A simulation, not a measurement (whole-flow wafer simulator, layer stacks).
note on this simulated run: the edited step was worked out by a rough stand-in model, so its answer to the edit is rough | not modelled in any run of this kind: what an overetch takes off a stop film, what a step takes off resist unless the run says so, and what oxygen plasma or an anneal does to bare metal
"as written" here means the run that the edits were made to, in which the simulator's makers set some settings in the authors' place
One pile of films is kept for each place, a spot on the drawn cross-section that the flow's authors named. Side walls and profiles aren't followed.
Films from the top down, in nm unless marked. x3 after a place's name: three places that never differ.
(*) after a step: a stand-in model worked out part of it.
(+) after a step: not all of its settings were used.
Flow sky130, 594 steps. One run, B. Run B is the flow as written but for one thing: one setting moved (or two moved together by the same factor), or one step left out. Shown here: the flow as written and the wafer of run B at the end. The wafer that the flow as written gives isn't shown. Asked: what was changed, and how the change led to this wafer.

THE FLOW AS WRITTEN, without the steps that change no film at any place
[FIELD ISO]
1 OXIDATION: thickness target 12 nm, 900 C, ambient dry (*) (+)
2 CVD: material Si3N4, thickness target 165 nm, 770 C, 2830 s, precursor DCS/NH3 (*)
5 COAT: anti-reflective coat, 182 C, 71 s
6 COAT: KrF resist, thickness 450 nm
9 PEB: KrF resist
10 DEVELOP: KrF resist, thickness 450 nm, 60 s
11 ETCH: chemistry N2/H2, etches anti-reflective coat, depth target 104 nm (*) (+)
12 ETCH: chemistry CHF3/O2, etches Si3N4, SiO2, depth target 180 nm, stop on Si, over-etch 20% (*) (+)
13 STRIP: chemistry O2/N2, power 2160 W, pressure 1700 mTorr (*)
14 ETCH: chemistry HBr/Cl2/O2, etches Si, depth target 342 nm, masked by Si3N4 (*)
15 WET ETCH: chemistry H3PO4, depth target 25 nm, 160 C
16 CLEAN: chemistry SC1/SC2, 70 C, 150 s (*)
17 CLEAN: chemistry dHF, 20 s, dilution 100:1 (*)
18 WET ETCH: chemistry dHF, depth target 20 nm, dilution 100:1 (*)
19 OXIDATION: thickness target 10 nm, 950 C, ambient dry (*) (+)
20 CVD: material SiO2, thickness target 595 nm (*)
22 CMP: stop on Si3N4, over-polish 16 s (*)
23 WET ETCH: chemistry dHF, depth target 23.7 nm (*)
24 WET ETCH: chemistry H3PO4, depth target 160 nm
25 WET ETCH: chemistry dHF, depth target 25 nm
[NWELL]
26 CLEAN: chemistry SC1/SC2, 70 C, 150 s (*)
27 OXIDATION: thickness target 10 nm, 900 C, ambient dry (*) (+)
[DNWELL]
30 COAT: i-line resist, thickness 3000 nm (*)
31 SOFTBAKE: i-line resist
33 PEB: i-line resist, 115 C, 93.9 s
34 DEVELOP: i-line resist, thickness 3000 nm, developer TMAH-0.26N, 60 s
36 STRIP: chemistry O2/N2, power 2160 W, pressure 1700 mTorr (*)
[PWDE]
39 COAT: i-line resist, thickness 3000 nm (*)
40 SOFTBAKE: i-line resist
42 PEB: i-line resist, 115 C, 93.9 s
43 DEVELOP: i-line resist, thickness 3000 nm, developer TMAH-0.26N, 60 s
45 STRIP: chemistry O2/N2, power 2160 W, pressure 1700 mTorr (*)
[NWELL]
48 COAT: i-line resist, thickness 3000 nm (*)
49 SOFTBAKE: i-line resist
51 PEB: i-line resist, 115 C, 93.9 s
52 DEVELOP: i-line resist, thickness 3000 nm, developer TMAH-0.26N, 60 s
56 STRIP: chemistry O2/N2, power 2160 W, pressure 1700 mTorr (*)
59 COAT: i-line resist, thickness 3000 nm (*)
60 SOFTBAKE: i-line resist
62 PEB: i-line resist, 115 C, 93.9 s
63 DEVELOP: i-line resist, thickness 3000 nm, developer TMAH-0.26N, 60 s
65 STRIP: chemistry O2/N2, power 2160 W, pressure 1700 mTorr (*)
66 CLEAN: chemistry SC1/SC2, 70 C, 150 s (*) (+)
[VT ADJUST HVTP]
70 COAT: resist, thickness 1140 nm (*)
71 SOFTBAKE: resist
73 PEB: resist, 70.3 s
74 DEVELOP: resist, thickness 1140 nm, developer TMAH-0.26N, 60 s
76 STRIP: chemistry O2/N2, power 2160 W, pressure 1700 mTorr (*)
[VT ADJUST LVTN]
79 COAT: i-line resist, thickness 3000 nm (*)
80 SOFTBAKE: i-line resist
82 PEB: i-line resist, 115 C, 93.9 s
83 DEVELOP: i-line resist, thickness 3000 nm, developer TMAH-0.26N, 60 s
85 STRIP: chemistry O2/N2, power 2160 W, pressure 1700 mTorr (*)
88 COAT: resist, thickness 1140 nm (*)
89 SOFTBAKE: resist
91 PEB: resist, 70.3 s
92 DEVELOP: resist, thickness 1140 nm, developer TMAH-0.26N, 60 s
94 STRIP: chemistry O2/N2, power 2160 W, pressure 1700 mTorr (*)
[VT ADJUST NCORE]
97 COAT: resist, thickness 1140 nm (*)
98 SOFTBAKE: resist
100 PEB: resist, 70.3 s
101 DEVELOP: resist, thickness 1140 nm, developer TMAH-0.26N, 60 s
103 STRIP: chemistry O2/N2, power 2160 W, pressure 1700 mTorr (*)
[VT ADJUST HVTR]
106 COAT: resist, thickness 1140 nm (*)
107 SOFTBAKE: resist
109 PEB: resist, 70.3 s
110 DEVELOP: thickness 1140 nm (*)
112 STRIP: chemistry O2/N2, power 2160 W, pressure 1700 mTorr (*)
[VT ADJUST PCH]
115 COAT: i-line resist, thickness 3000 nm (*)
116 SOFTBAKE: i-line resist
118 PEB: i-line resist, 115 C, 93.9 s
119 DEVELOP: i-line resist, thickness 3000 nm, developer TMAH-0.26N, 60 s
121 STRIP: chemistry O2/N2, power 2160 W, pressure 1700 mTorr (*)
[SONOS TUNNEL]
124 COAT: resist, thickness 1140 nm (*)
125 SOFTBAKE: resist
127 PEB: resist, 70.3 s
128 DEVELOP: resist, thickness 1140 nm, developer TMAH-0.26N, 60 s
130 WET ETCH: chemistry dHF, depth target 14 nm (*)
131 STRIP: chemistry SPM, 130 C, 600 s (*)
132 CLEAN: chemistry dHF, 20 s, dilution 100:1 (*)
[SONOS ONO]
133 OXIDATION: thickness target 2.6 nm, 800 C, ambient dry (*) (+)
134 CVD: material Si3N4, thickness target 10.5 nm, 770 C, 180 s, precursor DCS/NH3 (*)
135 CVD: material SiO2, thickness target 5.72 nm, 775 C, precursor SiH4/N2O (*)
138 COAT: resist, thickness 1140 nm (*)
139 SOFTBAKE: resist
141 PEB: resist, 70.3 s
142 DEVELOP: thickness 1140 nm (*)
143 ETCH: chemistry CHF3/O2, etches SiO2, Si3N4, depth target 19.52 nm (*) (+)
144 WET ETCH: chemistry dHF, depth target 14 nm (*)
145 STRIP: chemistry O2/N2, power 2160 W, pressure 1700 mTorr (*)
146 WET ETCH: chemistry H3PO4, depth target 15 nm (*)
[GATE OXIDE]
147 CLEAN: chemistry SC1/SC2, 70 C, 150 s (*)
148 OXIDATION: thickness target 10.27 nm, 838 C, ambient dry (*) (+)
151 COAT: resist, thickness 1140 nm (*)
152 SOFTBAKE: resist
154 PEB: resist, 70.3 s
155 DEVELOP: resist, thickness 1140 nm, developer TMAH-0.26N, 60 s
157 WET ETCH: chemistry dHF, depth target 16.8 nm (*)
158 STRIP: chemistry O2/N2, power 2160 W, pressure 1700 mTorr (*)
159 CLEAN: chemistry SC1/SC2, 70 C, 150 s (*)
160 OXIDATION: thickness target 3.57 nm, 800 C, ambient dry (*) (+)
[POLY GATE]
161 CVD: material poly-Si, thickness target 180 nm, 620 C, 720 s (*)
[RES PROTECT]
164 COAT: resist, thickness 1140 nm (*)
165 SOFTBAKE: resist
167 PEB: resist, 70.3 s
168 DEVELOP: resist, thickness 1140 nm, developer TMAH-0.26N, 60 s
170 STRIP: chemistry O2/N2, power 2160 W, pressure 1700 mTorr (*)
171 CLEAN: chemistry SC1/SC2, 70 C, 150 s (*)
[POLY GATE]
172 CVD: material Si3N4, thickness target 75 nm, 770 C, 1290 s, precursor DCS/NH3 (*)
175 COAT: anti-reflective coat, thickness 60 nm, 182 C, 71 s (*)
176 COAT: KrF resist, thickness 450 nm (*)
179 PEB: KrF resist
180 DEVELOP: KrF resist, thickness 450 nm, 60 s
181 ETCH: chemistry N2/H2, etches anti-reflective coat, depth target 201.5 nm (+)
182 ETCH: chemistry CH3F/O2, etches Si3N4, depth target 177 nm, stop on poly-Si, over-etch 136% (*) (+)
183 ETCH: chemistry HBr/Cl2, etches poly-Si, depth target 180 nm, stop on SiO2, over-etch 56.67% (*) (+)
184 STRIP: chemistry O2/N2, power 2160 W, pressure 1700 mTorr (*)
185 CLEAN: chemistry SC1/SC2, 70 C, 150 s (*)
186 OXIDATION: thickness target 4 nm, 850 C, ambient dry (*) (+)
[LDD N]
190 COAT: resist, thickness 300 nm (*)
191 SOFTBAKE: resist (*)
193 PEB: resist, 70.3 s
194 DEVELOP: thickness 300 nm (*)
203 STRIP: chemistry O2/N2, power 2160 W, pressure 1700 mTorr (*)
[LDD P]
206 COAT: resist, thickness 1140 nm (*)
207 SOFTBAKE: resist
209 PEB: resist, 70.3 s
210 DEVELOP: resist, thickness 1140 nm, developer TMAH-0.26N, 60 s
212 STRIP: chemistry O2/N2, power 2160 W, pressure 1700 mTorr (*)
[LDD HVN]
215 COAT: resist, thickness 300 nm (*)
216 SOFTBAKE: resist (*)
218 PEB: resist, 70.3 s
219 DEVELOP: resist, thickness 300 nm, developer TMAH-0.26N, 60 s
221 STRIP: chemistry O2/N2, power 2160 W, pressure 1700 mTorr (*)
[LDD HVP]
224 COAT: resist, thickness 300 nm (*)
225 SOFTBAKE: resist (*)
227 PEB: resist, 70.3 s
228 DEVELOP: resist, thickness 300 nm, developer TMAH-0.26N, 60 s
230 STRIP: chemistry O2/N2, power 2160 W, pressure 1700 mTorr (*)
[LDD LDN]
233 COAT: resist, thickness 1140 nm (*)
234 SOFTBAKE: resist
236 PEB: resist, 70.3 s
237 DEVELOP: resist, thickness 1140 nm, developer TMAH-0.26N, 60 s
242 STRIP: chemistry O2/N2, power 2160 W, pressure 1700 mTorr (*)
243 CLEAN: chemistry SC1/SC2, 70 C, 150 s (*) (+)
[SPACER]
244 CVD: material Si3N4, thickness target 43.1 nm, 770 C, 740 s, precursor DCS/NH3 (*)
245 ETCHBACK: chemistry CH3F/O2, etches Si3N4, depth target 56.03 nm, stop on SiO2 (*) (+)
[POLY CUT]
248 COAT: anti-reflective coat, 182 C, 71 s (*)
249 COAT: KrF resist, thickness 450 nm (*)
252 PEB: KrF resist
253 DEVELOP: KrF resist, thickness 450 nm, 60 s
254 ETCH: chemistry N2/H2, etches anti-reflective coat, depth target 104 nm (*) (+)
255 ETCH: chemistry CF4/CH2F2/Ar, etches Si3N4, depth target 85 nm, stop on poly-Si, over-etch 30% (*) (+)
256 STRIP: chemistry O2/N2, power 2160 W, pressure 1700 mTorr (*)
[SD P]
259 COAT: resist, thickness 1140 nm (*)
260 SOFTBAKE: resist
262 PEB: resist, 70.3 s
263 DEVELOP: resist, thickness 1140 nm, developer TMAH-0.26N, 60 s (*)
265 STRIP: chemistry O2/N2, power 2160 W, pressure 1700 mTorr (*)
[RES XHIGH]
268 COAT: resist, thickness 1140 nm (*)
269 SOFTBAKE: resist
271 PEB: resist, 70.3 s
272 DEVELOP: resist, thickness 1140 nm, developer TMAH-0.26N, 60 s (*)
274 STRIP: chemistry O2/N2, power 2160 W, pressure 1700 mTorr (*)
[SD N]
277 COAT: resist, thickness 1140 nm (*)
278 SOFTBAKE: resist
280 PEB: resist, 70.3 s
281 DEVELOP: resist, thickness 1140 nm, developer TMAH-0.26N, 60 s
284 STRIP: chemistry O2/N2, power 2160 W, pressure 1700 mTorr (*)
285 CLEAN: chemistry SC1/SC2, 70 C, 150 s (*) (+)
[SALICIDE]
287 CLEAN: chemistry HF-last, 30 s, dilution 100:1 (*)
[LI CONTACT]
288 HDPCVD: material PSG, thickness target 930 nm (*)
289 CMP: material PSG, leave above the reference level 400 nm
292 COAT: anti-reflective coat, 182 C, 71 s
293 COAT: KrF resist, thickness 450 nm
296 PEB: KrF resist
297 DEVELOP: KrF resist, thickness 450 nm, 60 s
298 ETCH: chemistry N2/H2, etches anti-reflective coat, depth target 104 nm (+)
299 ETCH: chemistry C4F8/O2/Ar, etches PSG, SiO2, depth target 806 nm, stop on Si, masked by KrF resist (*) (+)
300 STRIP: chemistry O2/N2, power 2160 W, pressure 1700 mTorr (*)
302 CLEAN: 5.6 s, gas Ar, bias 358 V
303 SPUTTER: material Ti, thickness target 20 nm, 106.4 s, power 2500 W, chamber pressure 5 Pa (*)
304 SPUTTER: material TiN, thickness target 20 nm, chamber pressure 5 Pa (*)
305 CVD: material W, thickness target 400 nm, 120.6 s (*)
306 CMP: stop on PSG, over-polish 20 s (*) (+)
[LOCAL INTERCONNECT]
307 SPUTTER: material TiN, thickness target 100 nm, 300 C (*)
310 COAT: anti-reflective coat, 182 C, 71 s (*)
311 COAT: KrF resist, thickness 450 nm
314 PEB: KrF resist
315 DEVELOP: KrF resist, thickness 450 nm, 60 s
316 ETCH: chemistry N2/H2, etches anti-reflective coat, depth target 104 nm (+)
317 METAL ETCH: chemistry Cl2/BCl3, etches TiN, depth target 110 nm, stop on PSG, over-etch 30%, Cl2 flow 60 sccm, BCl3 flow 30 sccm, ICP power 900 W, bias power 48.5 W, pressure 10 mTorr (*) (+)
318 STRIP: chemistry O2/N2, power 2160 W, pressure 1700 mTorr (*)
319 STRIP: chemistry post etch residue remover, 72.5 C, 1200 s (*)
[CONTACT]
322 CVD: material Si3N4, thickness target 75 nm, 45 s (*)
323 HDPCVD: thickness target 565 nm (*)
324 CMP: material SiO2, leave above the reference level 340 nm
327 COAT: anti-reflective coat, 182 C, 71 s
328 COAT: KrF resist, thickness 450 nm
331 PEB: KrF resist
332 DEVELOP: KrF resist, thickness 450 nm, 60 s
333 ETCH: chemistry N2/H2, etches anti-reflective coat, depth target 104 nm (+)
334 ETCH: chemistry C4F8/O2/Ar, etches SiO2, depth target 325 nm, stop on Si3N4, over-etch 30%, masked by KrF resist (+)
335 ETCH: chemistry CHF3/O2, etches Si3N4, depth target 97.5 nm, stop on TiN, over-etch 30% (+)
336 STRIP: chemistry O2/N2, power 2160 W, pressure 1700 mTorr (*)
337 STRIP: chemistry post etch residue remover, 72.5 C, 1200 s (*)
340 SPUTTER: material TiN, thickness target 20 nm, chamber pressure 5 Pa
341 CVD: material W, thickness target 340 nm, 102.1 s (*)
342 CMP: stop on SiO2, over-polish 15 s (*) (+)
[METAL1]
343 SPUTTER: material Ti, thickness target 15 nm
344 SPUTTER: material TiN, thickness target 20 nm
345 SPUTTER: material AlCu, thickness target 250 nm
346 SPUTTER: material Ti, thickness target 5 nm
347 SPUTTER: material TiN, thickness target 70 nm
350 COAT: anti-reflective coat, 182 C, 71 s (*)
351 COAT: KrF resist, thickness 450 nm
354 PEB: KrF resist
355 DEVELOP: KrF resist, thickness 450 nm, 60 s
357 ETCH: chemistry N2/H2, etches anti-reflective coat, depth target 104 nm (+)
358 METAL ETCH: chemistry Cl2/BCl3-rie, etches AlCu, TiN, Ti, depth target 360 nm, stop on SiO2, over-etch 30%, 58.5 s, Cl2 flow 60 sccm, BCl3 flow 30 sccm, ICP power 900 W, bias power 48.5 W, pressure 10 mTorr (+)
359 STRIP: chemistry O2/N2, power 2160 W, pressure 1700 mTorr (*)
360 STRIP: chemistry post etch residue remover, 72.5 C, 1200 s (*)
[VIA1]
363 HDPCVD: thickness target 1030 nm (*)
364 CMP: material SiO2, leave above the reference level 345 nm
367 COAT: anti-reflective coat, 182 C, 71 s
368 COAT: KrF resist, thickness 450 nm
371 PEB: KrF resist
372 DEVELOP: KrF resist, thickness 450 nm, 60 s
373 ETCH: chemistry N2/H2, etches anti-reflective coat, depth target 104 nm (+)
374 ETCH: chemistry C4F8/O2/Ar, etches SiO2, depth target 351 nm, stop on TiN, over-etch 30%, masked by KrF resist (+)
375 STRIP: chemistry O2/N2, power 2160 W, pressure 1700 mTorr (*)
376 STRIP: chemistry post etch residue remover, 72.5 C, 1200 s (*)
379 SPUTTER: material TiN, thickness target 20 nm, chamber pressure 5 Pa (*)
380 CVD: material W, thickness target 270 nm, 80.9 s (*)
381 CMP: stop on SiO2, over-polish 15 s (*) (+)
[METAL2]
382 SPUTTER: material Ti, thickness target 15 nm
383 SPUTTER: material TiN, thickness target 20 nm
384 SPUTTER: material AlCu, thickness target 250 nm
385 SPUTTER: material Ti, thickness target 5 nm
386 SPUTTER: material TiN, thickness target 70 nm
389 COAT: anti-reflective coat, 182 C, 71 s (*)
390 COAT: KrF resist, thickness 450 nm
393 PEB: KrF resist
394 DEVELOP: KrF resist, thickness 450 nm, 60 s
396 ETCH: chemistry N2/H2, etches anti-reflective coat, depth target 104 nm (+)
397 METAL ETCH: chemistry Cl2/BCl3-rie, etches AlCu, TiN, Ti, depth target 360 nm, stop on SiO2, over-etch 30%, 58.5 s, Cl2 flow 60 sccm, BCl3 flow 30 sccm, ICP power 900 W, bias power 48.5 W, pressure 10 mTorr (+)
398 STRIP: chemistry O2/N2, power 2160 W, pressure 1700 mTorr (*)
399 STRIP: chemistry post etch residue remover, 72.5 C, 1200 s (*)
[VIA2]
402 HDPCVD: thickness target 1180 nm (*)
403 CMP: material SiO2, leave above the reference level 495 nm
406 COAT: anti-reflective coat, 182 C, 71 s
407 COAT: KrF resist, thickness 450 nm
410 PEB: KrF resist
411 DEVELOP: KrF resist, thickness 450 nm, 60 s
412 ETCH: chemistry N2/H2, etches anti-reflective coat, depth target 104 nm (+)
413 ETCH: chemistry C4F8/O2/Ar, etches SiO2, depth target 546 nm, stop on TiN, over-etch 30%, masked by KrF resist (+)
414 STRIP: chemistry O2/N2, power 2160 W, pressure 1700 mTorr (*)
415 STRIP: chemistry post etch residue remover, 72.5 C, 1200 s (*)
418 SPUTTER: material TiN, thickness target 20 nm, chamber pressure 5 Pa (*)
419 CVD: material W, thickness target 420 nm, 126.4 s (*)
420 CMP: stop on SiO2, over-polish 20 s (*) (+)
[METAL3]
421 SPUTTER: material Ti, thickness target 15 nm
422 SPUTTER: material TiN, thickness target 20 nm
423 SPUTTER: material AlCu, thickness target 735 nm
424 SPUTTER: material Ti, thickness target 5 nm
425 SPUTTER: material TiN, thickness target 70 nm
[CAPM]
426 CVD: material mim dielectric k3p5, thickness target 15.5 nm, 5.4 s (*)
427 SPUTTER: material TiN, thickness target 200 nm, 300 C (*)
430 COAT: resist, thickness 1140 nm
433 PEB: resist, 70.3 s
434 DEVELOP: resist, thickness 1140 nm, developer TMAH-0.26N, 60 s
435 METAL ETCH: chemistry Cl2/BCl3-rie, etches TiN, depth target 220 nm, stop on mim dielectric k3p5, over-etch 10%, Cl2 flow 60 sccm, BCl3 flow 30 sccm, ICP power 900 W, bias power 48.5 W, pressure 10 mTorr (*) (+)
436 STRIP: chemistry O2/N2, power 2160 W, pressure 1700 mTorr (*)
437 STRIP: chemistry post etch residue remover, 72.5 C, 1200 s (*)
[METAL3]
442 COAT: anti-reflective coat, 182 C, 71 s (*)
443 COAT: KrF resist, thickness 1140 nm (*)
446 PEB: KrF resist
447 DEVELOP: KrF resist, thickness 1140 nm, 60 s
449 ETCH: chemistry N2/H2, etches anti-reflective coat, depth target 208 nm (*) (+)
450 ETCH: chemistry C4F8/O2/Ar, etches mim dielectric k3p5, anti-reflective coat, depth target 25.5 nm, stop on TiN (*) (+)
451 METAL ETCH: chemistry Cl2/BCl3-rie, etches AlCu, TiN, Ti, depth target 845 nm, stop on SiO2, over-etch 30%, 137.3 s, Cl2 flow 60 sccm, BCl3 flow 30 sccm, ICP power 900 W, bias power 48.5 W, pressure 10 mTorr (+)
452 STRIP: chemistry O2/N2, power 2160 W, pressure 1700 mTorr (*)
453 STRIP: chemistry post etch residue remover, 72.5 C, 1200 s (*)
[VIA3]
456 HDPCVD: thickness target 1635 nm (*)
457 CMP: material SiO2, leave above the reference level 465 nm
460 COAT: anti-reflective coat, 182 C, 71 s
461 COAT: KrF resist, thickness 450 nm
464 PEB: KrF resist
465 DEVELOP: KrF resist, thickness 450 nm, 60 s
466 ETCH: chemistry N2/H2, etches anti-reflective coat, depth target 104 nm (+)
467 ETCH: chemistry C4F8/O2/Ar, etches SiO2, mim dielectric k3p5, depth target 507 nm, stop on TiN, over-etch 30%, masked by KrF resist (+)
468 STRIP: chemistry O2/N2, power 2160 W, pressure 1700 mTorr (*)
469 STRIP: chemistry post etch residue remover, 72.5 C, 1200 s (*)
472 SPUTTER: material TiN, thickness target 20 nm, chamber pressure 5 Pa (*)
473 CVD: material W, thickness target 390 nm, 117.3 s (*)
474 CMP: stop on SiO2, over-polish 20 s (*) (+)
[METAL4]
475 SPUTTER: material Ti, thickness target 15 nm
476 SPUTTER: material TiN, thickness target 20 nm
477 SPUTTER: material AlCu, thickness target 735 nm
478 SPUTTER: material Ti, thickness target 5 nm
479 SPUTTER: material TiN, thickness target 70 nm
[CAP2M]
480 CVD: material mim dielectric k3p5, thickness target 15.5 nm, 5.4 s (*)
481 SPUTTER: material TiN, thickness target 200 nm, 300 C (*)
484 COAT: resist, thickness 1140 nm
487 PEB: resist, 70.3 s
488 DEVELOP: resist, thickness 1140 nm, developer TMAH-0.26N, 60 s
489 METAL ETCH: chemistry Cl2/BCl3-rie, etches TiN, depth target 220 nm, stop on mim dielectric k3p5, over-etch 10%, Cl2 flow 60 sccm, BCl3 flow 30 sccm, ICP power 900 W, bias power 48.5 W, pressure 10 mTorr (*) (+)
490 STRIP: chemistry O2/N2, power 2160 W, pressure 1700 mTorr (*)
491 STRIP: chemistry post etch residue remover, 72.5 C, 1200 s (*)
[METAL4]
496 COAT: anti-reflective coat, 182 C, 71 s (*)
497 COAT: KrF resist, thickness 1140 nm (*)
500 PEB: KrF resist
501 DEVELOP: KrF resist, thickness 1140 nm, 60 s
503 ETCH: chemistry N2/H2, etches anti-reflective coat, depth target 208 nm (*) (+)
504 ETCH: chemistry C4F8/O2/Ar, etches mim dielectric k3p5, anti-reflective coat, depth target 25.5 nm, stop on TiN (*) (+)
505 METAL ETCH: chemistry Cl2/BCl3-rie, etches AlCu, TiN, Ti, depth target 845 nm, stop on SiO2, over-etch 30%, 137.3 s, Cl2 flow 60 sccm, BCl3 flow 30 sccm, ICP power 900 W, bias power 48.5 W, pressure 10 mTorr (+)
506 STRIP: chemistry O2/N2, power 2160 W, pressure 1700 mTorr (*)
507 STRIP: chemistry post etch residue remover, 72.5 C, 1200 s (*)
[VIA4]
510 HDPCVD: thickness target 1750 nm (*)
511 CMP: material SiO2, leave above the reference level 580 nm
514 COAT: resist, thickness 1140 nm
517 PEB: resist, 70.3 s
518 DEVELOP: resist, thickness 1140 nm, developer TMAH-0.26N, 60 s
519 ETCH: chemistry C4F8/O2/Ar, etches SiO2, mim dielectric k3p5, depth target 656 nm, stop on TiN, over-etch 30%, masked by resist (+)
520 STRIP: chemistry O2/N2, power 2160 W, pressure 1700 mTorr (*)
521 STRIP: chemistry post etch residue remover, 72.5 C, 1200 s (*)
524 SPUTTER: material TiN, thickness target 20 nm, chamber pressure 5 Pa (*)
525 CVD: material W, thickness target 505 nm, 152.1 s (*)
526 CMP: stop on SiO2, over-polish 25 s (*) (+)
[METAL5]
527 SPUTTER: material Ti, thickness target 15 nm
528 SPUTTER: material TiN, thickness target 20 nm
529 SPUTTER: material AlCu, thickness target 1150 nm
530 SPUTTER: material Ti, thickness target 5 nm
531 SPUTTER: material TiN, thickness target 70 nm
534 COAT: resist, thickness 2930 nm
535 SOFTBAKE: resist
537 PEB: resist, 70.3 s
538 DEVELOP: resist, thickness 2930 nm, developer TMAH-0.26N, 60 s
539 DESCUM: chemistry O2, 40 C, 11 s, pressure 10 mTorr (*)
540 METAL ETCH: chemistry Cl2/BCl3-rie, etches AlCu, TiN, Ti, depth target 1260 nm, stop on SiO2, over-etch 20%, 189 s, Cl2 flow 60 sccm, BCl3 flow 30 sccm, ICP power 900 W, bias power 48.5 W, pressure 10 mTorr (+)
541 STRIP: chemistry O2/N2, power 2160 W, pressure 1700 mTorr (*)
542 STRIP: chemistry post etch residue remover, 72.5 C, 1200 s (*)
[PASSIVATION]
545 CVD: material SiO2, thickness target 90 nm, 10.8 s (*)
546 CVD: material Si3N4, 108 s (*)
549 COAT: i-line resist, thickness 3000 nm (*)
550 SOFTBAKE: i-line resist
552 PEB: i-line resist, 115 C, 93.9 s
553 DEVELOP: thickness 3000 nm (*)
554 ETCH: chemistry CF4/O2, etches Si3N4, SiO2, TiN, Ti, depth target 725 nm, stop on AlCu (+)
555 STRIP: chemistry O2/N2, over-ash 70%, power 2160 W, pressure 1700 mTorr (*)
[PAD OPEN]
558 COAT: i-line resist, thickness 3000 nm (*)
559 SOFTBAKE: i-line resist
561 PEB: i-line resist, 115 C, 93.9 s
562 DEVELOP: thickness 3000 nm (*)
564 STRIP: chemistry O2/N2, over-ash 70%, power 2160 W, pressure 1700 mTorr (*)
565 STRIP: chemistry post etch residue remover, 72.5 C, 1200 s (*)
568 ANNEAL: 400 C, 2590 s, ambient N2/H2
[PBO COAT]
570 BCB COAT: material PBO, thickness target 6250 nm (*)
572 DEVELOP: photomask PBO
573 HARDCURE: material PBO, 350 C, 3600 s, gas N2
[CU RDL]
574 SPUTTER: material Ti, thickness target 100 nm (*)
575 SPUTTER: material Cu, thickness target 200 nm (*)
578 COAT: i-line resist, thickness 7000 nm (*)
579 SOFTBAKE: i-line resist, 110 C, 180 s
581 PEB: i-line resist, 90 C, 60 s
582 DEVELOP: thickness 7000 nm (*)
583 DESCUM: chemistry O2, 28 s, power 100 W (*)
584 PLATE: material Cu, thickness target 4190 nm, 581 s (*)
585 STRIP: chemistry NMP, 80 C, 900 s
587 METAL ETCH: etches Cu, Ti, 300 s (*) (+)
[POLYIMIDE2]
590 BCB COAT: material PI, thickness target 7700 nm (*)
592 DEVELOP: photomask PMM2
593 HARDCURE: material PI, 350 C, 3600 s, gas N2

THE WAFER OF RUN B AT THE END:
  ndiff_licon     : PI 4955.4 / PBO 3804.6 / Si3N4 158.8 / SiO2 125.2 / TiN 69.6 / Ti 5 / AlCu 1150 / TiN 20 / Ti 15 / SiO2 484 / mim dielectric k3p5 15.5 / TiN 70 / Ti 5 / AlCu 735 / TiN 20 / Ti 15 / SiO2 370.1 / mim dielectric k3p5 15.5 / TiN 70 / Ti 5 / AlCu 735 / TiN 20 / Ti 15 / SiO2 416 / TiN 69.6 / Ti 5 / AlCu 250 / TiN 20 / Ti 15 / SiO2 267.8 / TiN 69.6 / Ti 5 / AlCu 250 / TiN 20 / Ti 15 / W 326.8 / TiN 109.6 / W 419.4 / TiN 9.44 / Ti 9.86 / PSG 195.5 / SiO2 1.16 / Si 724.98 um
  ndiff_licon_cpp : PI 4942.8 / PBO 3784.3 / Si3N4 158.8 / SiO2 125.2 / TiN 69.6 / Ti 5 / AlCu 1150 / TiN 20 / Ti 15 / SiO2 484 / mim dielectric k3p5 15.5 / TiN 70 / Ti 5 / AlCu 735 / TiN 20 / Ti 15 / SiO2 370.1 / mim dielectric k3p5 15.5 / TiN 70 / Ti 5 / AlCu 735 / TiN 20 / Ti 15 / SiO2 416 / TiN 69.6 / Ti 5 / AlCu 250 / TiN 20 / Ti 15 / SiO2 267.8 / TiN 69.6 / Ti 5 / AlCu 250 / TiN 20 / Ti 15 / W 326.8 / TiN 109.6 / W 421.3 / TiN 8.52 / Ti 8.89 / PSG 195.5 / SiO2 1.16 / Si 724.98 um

The cause: step 299, ETCH: depth target 443 nm was run, where the flow has depth target 806 nm.

How the change led to this, step by step:
  299 ETCH: chemistry C4F8/O2/Ar, etches PSG, SiO2, depth target 806 nm, stop on Si, masked by KrF resist (*) (+)
      contact, ndiff_licon, ndiff_licon_cpp: PSG -443 (as written it would be: PSG -643.6 (all of it), SiO2 -1.16 (all of it))
      field, active, n_well and 184 more: KrF resist -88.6 (as written it would be: KrF resist -161.2)
  300 STRIP: chemistry O2/N2, power 2160 W, pressure 1700 mTorr (*)
      contact, ndiff_licon, ndiff_licon_cpp: nothing (as written it would be: chemical SiO2 +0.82 (new film), Si -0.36)
      field, active, n_well and 184 more: KrF resist -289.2 (all of it), anti-reflective coat -80 (all of it) (as written it would be: KrF resist -216.6 (all of it), anti-reflective coat -80 (all of it))
  302 CLEAN: 5.6 s, gas Ar, bias 358 V
      contact, ndiff_licon, ndiff_licon_cpp: PSG -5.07 (as written it would be: chemical SiO2 -0.82 (all of it))
  303 SPUTTER: material Ti, thickness target 20 nm, 106.4 s, power 2500 W, chamber pressure 5 Pa (*)
      ndiff_licon: Ti +9.86 (new film) (as written it would be: Ti +7.24 (new film))
      ndiff_licon_cpp: Ti +8.89 (new film) (as written it would be: Ti +6.53 (new film))
  304 SPUTTER: material TiN, thickness target 20 nm, chamber pressure 5 Pa (*)
      ndiff_licon: TiN +9.44 (new film) (as written it would be: TiN +6.83 (new film))
      ndiff_licon_cpp: TiN +8.52 (new film) (as written it would be: TiN +6.17 (new film))
  305 CVD: material W, thickness target 400 nm, 120.6 s (*)
      ndiff_licon: W +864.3 (new film) (as written it would be: W +1066.5 (new film))
      ndiff_licon_cpp: W +866.2 (new film) (as written it would be: W +1067.9 (new film))
  568 ANNEAL: 400 C, 2590 s, ambient N2/H2
      ndiff_licon, ndiff_licon_cpp: nothing (as written it would be: under 37 films: void +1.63 (new film), Ti -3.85, TiSi first +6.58 (new film), Si -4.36)
Counting metal films that touch as one body, ndiff_licon has 5 bodies (between them, from the top down: SiO2 484 / mim dielectric k3p5 15.5; SiO2 370.1 / mim dielectric k3p5 15.5; SiO2 416; SiO2 267.8); the flow as written gives 6 bodies (between them, from the top down: SiO2 484 / mim dielectric k3p5 15.5; SiO2 370.1 / mim dielectric k3p5 15.5; SiO2 416; SiO2 267.8; void 1.78).
Counting metal films that touch as one body, ndiff_licon_cpp has 5 bodies (between them, from the top down: SiO2 484 / mim dielectric k3p5 15.5; SiO2 370.1 / mim dielectric k3p5 15.5; SiO2 416; SiO2 267.8); the flow as written gives 6 bodies (between them, from the top down: SiO2 484 / mim dielectric k3p5 15.5; SiO2 370.1 / mim dielectric k3p5 15.5; SiO2 416; SiO2 267.8; void 1.78).
